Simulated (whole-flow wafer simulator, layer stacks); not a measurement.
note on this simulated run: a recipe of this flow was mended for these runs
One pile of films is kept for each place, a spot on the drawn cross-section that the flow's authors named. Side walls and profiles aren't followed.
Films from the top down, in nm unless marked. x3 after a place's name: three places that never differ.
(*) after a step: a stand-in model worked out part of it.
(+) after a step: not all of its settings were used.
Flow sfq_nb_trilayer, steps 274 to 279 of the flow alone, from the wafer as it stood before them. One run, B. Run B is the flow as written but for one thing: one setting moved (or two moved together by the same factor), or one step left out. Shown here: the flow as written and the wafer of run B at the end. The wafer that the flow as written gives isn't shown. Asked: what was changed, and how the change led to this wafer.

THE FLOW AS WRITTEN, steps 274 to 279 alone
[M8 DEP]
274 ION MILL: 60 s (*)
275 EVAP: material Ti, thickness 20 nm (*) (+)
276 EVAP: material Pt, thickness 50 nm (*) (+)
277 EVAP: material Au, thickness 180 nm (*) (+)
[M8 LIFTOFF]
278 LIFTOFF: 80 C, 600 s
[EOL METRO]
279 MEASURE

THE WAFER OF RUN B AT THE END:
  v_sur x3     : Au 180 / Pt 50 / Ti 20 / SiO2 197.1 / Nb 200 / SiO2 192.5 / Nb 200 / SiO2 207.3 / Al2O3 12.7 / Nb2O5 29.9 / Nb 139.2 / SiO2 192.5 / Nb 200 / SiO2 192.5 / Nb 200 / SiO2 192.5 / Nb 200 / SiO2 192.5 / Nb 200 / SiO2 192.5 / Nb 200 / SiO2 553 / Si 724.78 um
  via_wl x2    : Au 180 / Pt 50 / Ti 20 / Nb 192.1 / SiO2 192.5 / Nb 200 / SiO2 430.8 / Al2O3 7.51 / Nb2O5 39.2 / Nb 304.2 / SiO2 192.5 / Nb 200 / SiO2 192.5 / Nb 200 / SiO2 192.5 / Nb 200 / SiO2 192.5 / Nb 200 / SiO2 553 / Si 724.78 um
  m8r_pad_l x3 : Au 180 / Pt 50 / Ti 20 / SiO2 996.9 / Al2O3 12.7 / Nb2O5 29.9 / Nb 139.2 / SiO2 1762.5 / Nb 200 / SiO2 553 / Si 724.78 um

The cause: step 274, ION MILL: 24 s was run, where the flow has 60 s.

How the change led to this, step by step:
  274 ION MILL: 60 s (*)
      field_l, v_sur x3, via_v, m8r_pad_l x3: SiO2 -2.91 (as written it would be: SiO2 -7.28)
      via_wl x2, via_w: Nb -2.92 (as written it would be: Nb -7.3)
